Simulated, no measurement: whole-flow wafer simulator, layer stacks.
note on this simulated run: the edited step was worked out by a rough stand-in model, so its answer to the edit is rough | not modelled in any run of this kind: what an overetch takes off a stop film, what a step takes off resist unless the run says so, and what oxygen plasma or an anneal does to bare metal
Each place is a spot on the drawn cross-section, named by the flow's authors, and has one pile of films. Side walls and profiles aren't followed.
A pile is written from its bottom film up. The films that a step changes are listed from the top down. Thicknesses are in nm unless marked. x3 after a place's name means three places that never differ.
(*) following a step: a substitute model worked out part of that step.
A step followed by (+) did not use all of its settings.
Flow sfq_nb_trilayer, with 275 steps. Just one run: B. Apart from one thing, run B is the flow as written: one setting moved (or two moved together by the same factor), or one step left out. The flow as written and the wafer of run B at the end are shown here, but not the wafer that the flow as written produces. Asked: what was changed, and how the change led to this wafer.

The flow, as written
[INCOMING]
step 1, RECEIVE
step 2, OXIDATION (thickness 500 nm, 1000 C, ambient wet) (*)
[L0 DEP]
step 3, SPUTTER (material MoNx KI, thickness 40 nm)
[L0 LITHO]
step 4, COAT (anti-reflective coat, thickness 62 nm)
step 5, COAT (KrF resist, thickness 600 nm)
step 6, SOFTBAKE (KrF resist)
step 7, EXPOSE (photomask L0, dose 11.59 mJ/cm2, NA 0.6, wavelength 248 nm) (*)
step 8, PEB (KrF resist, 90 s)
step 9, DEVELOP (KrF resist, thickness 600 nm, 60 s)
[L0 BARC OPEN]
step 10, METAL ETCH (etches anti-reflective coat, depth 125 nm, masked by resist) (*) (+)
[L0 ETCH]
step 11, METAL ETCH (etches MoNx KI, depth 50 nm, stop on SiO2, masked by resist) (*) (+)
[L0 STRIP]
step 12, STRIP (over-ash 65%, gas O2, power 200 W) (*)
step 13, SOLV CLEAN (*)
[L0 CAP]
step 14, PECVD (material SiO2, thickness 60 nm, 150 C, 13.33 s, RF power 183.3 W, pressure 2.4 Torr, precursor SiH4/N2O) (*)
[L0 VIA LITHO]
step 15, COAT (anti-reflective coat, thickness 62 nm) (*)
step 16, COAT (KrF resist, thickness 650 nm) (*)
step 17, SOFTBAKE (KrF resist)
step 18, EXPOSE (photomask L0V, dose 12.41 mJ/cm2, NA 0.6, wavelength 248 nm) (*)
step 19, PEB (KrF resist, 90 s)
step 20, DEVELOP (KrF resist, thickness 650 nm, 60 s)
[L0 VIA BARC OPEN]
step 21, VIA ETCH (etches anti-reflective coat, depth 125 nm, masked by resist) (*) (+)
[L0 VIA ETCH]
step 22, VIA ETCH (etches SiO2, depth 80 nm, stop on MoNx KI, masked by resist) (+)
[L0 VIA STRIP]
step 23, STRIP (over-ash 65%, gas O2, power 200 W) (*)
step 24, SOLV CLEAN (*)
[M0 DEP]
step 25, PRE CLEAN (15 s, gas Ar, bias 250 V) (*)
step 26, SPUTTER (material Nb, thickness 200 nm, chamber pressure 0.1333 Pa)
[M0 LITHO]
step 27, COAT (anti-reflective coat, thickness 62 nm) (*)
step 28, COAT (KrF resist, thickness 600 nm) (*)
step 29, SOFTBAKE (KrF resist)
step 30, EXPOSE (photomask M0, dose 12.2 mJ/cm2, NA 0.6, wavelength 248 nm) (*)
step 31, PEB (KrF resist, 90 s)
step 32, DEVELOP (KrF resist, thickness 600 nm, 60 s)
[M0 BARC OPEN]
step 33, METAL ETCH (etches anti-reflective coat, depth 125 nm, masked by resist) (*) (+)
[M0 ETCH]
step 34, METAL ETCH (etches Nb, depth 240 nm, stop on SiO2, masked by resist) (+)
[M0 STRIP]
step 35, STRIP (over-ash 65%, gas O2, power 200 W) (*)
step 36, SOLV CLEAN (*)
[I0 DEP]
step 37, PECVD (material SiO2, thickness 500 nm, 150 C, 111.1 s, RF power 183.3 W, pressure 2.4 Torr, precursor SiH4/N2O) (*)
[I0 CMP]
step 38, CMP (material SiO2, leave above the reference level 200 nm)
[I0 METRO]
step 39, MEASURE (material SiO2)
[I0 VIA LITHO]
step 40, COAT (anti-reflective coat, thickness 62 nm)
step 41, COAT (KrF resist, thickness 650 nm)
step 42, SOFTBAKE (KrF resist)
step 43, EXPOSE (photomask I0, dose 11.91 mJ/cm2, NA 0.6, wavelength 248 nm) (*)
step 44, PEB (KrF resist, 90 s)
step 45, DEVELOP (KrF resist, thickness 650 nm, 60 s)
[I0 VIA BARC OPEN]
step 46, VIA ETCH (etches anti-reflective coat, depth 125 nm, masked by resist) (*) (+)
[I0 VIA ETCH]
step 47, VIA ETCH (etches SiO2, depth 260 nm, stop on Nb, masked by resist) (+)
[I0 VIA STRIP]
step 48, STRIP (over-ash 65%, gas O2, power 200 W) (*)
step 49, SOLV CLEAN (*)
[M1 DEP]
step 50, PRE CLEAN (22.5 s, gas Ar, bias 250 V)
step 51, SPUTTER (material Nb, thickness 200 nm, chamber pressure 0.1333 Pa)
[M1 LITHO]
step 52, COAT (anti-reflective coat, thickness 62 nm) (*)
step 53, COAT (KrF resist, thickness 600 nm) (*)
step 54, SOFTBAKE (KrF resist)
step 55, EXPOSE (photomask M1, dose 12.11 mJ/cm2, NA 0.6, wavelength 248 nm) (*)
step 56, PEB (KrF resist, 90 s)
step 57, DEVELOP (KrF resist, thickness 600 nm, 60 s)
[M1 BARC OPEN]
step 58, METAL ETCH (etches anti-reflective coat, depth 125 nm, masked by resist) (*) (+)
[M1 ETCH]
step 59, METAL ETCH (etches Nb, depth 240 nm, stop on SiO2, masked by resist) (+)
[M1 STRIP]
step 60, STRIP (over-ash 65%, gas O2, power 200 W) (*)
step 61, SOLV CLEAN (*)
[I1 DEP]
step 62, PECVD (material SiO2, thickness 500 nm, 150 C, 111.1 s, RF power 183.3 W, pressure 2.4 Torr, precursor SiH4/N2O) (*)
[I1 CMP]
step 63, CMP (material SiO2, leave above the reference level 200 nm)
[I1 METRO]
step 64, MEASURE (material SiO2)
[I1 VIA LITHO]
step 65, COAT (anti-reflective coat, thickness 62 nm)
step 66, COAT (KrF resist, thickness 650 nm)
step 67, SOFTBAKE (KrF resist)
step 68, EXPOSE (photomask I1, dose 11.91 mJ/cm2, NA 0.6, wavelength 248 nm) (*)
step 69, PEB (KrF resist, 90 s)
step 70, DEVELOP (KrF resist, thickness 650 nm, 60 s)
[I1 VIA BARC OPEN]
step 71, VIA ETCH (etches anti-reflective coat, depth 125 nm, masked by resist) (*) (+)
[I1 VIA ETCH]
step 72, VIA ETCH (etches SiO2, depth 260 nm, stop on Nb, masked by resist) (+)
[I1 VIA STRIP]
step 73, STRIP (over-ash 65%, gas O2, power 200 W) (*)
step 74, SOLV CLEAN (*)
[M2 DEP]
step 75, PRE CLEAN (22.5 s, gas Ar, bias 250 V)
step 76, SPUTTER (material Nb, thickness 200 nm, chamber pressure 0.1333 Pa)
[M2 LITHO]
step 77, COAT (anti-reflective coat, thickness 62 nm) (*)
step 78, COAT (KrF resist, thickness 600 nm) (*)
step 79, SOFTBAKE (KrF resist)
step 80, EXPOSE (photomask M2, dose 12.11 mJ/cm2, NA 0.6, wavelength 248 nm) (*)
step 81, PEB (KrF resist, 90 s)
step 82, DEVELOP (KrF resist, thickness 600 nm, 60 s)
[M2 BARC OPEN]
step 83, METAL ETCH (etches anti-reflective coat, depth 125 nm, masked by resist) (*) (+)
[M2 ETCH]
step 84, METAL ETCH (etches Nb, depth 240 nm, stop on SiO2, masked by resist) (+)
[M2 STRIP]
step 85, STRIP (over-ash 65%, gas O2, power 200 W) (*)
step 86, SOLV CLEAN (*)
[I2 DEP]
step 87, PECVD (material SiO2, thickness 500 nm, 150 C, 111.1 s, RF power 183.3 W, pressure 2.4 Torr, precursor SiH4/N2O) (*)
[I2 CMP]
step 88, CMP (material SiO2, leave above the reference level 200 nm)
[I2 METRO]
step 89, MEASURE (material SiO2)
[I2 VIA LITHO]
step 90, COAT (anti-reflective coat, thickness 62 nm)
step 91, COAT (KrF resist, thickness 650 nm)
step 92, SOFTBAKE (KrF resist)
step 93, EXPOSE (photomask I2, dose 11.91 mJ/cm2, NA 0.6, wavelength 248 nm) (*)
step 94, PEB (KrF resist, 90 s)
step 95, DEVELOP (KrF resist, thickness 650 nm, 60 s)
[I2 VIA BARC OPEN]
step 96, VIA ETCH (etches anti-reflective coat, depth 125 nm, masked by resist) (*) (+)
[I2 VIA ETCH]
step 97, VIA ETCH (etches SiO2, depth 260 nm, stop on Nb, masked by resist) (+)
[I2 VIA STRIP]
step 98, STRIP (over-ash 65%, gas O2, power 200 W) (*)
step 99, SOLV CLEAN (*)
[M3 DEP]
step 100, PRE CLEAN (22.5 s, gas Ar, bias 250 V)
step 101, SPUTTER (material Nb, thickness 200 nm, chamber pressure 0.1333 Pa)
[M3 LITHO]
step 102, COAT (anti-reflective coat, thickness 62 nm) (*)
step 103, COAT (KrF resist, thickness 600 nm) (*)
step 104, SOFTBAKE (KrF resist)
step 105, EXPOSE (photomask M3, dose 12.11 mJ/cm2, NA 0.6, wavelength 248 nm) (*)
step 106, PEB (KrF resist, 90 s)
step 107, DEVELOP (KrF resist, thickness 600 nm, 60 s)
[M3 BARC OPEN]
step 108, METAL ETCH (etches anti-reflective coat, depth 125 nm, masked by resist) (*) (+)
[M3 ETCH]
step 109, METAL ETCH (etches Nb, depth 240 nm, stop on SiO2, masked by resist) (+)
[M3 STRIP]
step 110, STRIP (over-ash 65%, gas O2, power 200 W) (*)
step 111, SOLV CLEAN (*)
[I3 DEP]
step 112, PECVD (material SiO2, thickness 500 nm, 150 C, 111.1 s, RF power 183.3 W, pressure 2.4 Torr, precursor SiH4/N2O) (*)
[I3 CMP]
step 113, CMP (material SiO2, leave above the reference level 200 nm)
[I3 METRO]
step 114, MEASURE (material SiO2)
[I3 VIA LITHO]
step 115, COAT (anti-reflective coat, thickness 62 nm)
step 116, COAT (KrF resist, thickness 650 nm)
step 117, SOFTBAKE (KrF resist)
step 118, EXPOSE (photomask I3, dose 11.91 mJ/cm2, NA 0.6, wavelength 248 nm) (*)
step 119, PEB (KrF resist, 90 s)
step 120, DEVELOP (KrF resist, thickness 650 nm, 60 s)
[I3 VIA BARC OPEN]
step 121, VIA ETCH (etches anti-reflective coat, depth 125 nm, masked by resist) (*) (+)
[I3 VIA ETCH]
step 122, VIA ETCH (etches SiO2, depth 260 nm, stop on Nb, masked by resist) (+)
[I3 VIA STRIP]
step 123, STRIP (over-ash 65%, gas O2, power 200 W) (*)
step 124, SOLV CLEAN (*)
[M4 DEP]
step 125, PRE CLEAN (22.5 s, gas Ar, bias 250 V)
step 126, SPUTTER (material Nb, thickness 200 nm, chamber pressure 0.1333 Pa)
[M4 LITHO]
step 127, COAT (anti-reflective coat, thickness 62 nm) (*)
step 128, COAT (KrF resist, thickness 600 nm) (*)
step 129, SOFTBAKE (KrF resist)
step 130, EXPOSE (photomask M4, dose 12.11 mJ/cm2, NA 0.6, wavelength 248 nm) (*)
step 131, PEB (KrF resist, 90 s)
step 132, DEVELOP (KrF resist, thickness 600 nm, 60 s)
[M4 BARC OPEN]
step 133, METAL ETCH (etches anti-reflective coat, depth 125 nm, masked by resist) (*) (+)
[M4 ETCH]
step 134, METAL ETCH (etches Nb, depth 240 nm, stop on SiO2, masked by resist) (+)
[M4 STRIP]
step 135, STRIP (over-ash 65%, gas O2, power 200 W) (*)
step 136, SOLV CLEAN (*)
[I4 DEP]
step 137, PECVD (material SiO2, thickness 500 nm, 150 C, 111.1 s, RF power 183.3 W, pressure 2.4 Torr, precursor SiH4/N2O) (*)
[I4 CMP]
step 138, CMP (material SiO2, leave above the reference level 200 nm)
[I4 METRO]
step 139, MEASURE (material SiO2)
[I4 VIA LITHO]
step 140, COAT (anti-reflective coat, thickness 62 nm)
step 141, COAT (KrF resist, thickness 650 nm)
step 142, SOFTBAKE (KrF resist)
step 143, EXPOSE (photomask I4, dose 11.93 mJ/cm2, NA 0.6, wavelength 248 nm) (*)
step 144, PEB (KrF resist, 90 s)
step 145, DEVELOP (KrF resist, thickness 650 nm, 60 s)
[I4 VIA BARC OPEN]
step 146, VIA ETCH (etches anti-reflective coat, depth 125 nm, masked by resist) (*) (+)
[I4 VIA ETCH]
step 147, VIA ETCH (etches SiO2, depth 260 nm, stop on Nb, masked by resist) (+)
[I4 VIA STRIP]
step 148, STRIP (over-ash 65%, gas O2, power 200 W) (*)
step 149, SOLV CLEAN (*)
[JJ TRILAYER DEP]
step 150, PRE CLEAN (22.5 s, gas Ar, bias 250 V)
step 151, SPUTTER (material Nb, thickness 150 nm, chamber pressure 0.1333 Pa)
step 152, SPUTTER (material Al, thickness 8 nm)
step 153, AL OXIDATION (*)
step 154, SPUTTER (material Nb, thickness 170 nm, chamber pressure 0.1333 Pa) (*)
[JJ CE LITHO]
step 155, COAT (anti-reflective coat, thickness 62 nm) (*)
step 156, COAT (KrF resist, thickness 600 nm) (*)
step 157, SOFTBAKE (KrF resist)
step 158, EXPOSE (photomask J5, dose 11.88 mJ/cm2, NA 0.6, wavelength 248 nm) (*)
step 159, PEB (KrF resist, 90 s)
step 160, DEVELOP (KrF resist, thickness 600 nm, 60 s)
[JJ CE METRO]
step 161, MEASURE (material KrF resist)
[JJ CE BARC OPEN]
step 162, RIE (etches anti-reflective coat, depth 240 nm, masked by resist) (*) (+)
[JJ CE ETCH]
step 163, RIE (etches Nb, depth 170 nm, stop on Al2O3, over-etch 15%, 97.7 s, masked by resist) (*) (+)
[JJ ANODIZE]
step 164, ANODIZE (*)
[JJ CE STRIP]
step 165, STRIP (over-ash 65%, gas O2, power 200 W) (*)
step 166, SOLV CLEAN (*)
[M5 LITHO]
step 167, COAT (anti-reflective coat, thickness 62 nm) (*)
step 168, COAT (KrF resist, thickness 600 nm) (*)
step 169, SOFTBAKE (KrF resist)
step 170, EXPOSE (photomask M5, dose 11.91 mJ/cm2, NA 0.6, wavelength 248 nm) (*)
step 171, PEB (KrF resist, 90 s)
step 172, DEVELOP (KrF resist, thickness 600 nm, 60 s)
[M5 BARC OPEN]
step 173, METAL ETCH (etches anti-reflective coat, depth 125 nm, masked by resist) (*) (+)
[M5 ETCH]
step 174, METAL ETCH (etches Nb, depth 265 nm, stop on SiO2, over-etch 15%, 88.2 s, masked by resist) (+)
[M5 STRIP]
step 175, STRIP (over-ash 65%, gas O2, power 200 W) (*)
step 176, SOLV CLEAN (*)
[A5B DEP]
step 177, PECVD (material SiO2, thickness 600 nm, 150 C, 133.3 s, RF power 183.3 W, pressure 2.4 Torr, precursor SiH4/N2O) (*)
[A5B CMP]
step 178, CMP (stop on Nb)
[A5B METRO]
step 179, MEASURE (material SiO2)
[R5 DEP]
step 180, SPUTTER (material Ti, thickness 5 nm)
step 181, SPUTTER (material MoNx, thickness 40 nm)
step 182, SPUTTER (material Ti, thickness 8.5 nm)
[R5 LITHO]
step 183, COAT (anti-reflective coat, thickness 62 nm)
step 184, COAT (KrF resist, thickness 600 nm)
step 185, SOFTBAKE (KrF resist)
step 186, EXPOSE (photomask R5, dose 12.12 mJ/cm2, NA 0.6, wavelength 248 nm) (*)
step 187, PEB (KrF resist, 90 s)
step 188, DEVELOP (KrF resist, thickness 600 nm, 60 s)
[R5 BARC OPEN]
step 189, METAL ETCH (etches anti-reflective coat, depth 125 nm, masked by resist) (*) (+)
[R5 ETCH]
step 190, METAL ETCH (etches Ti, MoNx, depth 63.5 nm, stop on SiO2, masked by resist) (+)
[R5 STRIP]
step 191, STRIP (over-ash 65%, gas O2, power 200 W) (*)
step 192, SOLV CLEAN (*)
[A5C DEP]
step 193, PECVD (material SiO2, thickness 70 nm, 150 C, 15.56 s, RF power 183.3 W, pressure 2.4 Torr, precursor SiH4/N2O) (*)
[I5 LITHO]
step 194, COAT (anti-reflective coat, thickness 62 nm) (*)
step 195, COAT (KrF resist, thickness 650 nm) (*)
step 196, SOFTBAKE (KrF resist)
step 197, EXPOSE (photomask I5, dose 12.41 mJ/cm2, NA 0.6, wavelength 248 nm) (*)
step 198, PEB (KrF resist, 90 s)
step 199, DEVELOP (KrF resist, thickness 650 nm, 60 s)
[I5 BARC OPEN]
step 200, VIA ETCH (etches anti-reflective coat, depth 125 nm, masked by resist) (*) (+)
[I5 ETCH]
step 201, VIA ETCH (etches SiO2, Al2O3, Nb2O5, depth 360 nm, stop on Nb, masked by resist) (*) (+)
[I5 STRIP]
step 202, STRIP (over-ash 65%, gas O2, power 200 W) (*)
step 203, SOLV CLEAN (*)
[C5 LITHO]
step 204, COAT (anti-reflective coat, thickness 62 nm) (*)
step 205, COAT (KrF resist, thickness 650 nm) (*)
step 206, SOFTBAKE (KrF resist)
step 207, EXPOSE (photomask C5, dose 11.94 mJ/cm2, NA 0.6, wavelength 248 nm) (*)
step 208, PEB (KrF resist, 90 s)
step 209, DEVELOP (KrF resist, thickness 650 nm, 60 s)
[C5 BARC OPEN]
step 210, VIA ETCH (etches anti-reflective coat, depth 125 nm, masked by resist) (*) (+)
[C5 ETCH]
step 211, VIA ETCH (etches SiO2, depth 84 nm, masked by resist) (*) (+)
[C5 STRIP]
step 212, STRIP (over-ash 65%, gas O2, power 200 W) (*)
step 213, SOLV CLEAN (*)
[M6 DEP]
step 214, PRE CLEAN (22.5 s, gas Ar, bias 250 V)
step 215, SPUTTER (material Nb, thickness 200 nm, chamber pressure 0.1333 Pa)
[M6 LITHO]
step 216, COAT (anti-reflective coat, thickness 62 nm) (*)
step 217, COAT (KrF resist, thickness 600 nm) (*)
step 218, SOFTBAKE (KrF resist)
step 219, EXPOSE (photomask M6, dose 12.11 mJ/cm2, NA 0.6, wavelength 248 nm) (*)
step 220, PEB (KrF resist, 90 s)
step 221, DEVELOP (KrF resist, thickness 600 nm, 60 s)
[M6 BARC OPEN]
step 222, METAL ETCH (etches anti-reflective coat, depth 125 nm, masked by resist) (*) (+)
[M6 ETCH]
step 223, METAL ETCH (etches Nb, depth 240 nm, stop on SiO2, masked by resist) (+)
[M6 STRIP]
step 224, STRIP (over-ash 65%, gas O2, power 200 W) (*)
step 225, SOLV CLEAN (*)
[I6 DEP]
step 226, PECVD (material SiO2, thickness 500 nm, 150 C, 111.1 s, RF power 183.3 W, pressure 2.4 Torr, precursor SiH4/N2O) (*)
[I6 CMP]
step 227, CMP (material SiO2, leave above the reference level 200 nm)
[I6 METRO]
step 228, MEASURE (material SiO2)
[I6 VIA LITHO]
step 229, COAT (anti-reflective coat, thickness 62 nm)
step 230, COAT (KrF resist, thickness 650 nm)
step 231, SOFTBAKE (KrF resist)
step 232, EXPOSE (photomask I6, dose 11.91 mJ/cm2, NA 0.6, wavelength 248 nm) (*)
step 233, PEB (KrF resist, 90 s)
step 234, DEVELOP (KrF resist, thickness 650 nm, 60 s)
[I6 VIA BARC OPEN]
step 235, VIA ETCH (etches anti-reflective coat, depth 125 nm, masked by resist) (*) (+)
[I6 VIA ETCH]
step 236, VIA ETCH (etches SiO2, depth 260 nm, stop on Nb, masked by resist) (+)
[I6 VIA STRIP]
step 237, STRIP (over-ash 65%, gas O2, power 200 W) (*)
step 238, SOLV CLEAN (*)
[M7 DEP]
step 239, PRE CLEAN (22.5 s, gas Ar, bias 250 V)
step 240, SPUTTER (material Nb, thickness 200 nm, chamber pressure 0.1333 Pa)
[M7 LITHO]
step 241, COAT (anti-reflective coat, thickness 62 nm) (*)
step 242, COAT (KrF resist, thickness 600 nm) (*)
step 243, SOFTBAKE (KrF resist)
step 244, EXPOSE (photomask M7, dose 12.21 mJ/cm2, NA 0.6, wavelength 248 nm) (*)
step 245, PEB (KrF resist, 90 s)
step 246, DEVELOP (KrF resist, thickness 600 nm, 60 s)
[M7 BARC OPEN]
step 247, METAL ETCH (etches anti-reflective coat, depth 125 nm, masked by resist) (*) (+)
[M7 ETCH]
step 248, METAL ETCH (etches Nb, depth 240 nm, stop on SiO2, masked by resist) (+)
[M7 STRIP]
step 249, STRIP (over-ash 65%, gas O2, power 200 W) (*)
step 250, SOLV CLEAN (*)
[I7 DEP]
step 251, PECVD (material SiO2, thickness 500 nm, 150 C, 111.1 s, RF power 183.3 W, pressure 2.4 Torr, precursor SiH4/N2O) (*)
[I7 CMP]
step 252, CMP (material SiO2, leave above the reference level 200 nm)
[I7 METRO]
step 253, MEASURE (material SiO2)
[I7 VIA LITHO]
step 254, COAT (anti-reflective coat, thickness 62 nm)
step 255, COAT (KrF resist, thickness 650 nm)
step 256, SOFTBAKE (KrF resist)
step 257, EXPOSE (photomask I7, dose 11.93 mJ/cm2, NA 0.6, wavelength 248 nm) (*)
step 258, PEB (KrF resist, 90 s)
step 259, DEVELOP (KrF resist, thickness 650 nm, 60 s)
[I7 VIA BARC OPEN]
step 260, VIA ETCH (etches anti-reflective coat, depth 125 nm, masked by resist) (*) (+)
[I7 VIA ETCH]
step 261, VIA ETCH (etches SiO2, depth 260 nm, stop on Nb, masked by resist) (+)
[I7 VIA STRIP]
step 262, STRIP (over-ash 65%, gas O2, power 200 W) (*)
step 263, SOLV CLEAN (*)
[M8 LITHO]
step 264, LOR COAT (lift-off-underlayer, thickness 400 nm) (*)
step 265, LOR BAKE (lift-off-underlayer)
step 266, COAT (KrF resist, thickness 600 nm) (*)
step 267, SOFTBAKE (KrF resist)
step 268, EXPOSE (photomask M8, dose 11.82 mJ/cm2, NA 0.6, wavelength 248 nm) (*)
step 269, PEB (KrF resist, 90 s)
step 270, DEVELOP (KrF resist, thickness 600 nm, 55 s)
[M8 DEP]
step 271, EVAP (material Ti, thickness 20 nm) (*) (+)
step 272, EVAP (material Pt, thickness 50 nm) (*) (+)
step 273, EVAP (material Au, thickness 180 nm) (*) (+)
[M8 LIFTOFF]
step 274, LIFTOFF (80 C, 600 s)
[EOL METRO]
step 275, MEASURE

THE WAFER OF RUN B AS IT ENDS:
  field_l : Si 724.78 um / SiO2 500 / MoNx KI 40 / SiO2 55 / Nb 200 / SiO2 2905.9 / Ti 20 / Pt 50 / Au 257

The reason: step 273, EVAP: thickness 257 nm was run, while the flow as written has thickness 180 nm.
One can read it off the wafer: field_l has Au 257, and step 273 as written asks for 180 nm.

Step by step, how the change led to this:
  step 273, EVAP (material Au, thickness 180 nm) (*) (+)
      field_l, v_sur, via_wl and 103 more: Au gains 257 (new film) (it would be, as written: Au gains 180 (new film))
  step 274, LIFTOFF (80 C, 600 s)
      p4_fl, p4_fm, p4_w1 and 71 more: Au loses 257 (all of it), Pt loses 50 (all of it), Ti loses 20 (all of it), KrF resist loses 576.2 (all of it), lift-off-underlayer loses 400 (all of it) (it would be, as written: Au loses 180 (all of it), Pt loses 50 (all of it), Ti loses 20 (all of it), KrF resist loses 576.2 (all of it), lift-off-underlayer loses 400 (all of it))
      c5j, ce_r: Au loses 257 (all of it), Pt loses 50 (all of it), Ti loses 20 (all of it), KrF resist loses 573.3 (all of it), lift-off-underlayer loses 399.3 (all of it) (it would be, as written: Au loses 180 (all of it), Pt loses 50 (all of it), Ti loses 20 (all of it), KrF resist loses 573.3 (all of it), lift-off-underlayer loses 399.3 (all of it))
      (also at 19 further places)
